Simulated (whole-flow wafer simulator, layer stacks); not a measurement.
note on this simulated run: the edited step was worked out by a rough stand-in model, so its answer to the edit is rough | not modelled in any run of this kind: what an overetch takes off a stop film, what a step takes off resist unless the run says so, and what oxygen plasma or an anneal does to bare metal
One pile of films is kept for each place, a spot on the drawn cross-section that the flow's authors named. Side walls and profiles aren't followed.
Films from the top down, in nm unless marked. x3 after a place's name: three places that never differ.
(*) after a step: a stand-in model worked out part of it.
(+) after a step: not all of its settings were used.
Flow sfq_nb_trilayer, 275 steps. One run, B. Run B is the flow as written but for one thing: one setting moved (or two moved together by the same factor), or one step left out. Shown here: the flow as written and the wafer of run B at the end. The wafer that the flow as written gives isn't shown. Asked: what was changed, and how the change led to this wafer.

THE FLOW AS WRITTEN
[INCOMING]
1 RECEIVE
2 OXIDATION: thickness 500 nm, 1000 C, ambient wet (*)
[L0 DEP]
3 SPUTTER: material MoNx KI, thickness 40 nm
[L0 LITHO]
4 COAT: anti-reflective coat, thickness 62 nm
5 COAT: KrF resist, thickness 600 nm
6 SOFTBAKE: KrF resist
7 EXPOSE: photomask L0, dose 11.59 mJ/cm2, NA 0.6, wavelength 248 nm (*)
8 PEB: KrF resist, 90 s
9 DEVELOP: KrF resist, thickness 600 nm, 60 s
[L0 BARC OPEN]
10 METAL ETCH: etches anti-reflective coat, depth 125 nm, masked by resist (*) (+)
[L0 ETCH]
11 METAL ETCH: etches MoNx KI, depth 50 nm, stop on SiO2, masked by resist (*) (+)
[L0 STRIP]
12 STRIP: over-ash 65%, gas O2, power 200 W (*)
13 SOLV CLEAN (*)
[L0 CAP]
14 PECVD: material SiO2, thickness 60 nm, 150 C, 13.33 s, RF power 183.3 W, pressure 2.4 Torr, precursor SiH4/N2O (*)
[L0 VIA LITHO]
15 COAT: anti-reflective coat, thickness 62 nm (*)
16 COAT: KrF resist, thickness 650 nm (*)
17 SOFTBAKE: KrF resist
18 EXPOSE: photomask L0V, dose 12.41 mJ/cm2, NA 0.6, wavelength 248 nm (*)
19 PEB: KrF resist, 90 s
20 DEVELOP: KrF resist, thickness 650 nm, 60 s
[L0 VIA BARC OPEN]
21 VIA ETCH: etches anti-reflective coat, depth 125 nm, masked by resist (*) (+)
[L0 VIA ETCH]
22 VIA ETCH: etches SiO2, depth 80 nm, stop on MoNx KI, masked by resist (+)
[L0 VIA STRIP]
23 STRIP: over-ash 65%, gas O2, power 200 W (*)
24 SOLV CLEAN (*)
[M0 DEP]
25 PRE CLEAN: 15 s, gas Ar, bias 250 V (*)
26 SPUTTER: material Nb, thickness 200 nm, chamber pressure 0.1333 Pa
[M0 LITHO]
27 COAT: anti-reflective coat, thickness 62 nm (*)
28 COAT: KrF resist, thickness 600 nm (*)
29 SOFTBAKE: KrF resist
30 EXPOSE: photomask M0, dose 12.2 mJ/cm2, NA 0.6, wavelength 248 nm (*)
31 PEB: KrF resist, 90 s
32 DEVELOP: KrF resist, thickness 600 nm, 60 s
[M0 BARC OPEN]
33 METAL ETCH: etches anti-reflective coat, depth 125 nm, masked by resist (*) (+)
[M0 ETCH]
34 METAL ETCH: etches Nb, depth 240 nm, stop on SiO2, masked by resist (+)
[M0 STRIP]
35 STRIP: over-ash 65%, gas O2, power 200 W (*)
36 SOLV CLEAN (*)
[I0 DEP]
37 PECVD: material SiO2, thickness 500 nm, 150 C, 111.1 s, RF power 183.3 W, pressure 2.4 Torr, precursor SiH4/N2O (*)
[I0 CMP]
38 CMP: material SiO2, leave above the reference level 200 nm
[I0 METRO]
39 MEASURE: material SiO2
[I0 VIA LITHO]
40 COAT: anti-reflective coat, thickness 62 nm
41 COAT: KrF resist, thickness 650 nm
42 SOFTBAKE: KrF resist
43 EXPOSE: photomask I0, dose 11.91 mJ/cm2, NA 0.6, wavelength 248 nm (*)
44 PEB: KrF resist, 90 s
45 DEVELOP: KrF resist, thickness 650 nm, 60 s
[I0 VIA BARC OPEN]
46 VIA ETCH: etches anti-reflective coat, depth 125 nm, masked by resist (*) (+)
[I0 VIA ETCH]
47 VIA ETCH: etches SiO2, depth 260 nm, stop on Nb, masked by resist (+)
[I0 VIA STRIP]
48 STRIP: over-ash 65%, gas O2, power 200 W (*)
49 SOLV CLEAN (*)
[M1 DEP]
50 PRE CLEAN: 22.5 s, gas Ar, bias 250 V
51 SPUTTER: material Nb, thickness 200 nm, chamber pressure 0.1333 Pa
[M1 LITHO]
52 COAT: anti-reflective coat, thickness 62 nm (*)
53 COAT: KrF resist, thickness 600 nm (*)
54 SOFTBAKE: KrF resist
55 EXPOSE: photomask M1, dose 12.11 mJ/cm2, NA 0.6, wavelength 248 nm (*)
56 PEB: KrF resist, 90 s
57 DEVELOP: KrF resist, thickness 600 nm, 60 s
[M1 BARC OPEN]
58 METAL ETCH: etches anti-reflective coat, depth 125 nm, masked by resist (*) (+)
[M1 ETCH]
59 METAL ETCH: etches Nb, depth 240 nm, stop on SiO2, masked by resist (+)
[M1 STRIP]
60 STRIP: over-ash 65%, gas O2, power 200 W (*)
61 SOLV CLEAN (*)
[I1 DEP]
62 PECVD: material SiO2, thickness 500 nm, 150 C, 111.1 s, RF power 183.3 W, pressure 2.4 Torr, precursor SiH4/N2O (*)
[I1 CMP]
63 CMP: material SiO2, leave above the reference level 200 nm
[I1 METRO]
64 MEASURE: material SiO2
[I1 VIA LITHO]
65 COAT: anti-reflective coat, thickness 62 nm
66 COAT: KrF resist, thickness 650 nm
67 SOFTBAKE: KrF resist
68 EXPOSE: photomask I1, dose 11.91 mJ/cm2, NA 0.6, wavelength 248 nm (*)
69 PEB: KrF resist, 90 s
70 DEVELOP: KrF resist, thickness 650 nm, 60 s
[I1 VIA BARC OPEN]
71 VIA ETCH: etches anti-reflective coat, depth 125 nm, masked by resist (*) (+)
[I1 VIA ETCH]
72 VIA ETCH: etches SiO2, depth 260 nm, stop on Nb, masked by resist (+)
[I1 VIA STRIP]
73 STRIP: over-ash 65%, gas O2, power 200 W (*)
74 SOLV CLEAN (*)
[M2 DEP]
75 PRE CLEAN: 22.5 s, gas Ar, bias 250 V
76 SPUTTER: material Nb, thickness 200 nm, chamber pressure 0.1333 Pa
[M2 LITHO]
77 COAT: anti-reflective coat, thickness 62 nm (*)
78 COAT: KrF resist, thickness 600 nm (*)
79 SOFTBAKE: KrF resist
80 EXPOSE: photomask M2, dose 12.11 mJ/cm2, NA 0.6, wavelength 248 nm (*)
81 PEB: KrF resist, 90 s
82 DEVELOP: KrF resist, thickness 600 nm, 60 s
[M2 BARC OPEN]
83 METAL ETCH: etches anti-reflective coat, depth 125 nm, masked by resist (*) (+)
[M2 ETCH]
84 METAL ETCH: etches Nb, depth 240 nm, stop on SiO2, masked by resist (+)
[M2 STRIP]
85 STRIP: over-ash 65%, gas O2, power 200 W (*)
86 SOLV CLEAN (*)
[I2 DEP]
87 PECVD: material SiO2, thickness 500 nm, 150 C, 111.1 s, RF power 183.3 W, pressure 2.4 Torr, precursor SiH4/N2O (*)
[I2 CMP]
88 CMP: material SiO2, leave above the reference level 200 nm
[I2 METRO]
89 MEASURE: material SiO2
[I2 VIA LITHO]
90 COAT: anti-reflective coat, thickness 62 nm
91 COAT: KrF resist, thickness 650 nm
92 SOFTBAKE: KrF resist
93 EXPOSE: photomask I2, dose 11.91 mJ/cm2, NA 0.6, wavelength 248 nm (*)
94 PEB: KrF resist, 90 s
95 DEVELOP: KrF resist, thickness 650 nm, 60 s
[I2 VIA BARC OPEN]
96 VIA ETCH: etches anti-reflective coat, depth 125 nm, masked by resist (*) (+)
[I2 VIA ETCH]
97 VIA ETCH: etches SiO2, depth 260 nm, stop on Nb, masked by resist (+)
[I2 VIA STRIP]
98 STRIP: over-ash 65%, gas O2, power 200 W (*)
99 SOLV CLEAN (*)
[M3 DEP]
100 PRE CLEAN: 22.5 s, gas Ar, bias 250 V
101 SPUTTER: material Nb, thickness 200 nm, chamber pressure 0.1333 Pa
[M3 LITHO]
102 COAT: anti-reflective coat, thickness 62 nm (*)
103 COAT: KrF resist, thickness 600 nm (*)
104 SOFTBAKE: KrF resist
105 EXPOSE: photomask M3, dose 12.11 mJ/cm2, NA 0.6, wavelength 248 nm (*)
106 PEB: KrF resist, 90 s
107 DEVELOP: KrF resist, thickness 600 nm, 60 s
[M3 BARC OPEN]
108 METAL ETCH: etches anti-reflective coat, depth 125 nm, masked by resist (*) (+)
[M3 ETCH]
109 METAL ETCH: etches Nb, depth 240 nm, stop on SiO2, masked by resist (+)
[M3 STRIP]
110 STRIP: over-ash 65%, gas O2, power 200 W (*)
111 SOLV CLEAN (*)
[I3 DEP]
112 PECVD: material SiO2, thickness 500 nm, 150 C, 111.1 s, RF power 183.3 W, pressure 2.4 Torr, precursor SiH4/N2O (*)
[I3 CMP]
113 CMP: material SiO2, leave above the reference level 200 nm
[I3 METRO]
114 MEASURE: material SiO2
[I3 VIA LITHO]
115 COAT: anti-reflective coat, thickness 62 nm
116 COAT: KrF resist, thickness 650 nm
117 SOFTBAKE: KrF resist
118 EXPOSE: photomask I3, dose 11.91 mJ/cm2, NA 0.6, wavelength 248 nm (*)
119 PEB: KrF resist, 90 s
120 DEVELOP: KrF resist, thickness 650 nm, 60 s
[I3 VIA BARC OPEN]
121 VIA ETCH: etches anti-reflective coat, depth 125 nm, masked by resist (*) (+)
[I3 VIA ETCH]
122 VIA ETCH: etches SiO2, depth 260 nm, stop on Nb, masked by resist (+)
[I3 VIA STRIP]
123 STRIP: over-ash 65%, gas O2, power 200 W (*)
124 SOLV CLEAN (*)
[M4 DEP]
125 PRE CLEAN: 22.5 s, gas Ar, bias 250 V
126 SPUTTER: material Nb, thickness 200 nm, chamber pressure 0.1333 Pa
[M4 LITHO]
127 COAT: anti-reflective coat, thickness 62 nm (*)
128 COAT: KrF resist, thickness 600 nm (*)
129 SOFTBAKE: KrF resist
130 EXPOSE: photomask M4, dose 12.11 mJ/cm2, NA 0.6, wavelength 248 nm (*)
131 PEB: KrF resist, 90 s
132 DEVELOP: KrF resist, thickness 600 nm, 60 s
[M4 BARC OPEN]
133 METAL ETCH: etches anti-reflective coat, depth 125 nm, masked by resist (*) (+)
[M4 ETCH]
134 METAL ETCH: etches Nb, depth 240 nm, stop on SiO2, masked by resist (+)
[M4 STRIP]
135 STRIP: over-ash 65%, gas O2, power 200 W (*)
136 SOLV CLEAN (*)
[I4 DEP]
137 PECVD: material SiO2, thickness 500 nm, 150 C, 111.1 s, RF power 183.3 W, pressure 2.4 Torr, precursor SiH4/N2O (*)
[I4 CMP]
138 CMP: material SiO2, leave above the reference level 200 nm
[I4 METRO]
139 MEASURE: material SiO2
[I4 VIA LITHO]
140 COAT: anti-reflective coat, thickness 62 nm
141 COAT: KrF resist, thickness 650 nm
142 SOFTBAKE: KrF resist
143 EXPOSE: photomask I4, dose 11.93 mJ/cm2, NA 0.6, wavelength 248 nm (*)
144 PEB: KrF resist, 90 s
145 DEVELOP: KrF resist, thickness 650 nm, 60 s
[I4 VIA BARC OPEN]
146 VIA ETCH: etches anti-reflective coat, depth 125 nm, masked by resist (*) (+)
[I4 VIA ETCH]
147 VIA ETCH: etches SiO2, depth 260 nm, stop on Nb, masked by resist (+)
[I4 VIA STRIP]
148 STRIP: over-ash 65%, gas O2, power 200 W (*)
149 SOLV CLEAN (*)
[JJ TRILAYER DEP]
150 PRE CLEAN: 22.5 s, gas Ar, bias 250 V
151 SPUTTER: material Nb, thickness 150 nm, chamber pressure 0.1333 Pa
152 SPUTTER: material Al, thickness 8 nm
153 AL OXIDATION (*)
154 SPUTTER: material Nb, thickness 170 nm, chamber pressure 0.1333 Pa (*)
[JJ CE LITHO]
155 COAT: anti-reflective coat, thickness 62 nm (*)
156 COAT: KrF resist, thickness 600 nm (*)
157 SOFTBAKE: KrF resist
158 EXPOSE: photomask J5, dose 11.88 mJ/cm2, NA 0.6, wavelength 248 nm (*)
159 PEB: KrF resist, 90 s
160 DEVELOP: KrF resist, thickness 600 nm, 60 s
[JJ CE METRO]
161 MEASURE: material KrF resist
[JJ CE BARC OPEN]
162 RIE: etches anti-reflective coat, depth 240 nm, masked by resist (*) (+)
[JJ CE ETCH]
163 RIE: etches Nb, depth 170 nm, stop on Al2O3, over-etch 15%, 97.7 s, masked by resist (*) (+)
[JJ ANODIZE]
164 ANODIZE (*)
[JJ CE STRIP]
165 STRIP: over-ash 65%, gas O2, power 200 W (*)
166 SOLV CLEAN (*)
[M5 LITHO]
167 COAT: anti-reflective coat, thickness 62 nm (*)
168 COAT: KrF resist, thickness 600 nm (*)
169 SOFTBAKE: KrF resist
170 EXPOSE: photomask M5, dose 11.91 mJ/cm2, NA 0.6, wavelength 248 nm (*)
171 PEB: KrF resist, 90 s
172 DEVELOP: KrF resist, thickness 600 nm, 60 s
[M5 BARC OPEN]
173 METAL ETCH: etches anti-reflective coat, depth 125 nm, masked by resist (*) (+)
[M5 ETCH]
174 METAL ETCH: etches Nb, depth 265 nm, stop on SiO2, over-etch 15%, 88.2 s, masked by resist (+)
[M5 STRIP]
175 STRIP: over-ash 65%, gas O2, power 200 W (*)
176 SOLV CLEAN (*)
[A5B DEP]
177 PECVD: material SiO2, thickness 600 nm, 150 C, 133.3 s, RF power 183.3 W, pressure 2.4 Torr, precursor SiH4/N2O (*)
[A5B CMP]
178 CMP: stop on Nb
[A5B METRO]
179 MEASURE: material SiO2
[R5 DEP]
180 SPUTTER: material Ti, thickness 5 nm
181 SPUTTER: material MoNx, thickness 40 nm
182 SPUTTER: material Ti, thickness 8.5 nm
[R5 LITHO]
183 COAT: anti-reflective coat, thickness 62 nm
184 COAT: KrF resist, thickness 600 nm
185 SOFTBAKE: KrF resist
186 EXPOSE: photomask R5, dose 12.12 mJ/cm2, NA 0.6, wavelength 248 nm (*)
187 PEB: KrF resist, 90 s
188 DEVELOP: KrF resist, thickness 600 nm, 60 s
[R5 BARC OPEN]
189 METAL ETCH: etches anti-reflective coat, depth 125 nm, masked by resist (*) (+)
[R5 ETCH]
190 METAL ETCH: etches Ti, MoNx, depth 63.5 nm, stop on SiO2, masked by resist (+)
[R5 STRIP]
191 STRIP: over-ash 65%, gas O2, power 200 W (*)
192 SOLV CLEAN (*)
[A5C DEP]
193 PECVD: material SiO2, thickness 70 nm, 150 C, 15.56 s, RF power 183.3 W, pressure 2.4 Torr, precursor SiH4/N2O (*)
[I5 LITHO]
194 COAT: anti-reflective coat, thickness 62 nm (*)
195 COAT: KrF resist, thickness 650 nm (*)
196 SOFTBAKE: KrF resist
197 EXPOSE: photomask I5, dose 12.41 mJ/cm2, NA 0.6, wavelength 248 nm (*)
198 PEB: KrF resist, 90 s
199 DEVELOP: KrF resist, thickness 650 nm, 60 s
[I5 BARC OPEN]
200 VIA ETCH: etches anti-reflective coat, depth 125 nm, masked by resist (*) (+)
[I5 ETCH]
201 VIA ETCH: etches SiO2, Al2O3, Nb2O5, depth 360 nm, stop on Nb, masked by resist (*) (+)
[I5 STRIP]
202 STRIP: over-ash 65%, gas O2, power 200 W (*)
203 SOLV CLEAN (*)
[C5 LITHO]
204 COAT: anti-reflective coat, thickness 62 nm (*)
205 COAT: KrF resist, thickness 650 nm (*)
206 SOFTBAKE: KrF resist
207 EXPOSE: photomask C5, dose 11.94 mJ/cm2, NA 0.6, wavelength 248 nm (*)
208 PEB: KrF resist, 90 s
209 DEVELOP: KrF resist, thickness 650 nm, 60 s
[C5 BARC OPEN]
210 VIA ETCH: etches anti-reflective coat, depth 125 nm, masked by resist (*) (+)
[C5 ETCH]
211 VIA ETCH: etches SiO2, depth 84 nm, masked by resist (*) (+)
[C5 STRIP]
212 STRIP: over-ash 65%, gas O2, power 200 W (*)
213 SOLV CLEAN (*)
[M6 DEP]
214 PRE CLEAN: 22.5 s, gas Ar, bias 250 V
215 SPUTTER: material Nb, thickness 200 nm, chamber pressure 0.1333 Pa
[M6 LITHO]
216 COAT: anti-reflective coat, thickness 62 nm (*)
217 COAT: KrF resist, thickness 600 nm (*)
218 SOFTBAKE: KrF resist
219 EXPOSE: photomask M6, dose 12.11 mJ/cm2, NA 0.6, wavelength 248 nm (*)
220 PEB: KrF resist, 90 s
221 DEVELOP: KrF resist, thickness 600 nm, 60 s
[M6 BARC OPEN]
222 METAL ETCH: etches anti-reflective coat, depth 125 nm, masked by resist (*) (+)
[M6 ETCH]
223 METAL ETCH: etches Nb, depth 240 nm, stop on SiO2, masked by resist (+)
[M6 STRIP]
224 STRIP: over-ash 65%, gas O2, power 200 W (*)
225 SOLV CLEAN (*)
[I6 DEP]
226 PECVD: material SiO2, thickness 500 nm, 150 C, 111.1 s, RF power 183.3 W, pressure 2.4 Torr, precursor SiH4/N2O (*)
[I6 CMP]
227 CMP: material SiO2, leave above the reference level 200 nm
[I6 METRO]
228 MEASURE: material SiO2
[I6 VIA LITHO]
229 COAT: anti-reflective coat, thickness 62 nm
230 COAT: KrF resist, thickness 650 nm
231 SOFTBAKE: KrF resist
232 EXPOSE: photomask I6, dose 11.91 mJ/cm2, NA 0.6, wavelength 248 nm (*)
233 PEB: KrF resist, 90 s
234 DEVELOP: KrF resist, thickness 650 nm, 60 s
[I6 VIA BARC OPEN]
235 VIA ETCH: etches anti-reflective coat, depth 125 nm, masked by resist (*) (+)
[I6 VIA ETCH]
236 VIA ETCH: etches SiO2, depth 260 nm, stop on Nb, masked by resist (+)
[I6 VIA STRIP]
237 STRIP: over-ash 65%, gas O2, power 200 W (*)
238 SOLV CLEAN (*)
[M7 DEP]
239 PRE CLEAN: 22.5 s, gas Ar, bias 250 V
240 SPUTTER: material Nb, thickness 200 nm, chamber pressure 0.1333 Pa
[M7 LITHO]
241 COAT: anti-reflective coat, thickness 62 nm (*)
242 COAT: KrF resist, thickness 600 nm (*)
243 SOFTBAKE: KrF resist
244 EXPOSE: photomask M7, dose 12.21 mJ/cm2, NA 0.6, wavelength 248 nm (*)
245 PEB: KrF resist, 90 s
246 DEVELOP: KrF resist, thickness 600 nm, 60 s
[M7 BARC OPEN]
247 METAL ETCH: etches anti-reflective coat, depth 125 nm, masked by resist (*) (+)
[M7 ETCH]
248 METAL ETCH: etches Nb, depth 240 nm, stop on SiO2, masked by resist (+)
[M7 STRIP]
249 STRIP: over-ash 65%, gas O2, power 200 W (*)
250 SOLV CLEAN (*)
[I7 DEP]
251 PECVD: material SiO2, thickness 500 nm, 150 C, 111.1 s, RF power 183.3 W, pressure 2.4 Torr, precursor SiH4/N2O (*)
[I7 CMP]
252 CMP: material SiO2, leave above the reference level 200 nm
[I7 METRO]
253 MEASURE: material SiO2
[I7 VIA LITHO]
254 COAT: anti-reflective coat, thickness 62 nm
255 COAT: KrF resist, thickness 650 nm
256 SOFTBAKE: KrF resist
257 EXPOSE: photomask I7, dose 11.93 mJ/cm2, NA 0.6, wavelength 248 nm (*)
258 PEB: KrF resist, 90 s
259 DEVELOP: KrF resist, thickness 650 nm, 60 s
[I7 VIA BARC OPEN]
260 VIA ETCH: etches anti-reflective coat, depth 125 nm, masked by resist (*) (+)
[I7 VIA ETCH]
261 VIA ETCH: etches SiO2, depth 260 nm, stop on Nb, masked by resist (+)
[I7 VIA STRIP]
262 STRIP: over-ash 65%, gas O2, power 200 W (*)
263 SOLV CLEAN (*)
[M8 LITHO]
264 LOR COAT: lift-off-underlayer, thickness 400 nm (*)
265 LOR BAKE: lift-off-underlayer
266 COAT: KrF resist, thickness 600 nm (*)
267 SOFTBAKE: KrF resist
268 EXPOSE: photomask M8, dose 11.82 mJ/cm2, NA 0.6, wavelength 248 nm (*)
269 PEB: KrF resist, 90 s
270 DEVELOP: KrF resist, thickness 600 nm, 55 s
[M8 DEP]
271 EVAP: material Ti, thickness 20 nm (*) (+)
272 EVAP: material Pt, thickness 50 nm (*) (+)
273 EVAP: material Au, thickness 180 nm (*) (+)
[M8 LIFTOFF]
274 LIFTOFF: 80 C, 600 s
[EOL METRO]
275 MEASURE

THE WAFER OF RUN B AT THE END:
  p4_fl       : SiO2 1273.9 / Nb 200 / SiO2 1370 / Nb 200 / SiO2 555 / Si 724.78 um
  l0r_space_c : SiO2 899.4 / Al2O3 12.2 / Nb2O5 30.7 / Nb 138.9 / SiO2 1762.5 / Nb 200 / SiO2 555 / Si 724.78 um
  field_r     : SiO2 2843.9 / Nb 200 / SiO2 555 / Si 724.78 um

The cause: step 154, SPUTTER: thickness 68 nm was run, where the flow has thickness 170 nm.

How the change led to this, step by step:
  154 SPUTTER: material Nb, thickness 170 nm, chamber pressure 0.1333 Pa (*)
      field_l, v_sur, via_sp and 100 more: Nb +68 (new film) (as written it would be: Nb +170 (new film))
      via_wl, via_wr: Nb +41.5 (new film) (as written it would be: Nb +140.7 (new film))
      (and at 1 more place)
  155 COAT: anti-reflective coat, thickness 62 nm (*)
      via_wl, via_wr: anti-reflective coat +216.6 (new film) (as written it would be: anti-reflective coat +209.4 (new film))
  156 COAT: KrF resist, thickness 600 nm (*)
      via_w: KrF resist +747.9 (new film) (as written it would be: KrF resist +763.8 (new film))
  160 DEVELOP: KrF resist, thickness 600 nm, 60 s
      via_w: KrF resist -746.3 (all of it) (as written it would be: KrF resist -762.1 (all of it))
  162 RIE: etches anti-reflective coat, depth 240 nm, masked by resist (*) (+)
      ce_l, c5j, ce_r, wl_jj: KrF resist -216.6 (as written it would be: KrF resist -209.4)
      via_wl, via_wr: anti-reflective coat -216.6 (all of it) (as written it would be: anti-reflective coat -209.4 (all of it))
  163 RIE: etches Nb, depth 170 nm, stop on Al2O3, over-etch 15%, 97.7 s, masked by resist (*) (+)
      field_l, v_sur, via_sp and 96 more: Nb -68 (all of it), Al2O3 -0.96 (all of it) (as written it would be: Nb -170 (all of it), Al2O3 -0.51)
      via_wl, via_wr: Nb -41.5 (all of it), Al2O3 -0.96 (all of it) (as written it would be: Nb -140.7 (all of it), Al2O3 -0.96 (all of it))
      (and at 1 more place)
  164 ANODIZE (*)
      field_l, v_sur, via_sp and 96 more: Al2O3 +12.2 (new film), Nb2O5 +30.7 (new film), Al -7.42 (all of it), Nb -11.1 (as written it would be: Al2O3 +12.2, Nb2O5 +29.9 (new film), Al -7.42 (all of it), Nb -10.8)
  165 STRIP: over-ash 65%, gas O2, power 200 W (*)
      c5j, ce_r: KrF resist -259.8 (all of it), anti-reflective coat -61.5 (all of it) (as written it would be: KrF resist -266.9 (all of it), anti-reflective coat -61.5 (all of it))
      ce_l: KrF resist -259.7 (all of it), anti-reflective coat -61.5 (all of it) (as written it would be: KrF resist -266.8 (all of it), anti-reflective coat -61.4 (all of it))
      (and at 1 more place)
  167 COAT: anti-reflective coat, thickness 62 nm (*)
      wl_j_sl, wl_j_sr: anti-reflective coat +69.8 (new film) (as written it would be: anti-reflective coat +83.3 (new film))
      gap: anti-reflective coat +61.4 (new film) (as written it would be: anti-reflective coat +58.9 (new film))
      (and at 8 more places)
  168 COAT: KrF resist, thickness 600 nm (*)
      ce_l: KrF resist +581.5 (new film) (as written it would be: KrF resist +528.3 (new film))
      c5j: KrF resist +572.6 (new film) (as written it would be: KrF resist +507.6 (new film))
      (and at 2 more places)
  173 METAL ETCH: etches anti-reflective coat, depth 125 nm, masked by resist (*) (+)
      wl_a_sl: anti-reflective coat -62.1 (all of it) (as written it would be: anti-reflective coat -59.7 (all of it), Al2O3 -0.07)
  174 METAL ETCH: etches Nb, depth 265 nm, stop on SiO2, over-etch 15%, 88.2 s, masked by resist (+)
      field_l, r_sur, res and 50 more: Al2O3 -12.2 (all of it), Nb2O5 -30.7 (all of it), Nb -138.9 (all of it), SiO2 -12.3 (as written it would be: Al2O3 -12.6 (all of it), Nb2O5 -29.9 (all of it), Nb -139.2 (all of it), SiO2 -12.3)
  175 STRIP: over-ash 65%, gas O2, power 200 W (*)
      gap: KrF resist -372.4 (all of it), anti-reflective coat -61.4 (all of it) (as written it would be: KrF resist -383.4 (all of it), anti-reflective coat -58.9 (all of it))
      jj_sur: KrF resist -368.9 (all of it), anti-reflective coat -69.2 (all of it) (as written it would be: KrF resist -374.7 (all of it), anti-reflective coat -82.6 (all of it))
      (and at 8 more places)
  178 CMP: stop on Nb
      v_sur, via_sp, via_v and 43 more: SiO2 -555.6 (as written it would be: SiO2 -453.5)
      field_l, p4_fl, p4_fm and 39 more: SiO2 -361.3 (as written it would be: SiO2 -259.3)
      (and at 14 more places)
  201 VIA ETCH: etches SiO2, Al2O3, Nb2O5, depth 360 nm, stop on Nb, masked by resist (*) (+)
      be: SiO2 -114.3 (all of it), Al2O3 -12.2 (all of it), Nb2O5 -30.7 (all of it) (as written it would be: SiO2 -216.4 (all of it), Al2O3 -12.7 (all of it), Nb2O5 -29.9 (all of it))
  204 COAT: anti-reflective coat, thickness 62 nm (*)
      wire: anti-reflective coat +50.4 (new film) (as written it would be: anti-reflective coat +47.4 (new film))
      be: anti-reflective coat +107.2 (new film) (as written it would be: anti-reflective coat +122.2 (new film))
      (and at 1 more place)
  ... 7 more steps ...
  227 CMP: material SiO2, leave above the reference level 200 nm
      be: SiO2 -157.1 (as written it would be: SiO2 -182.7)
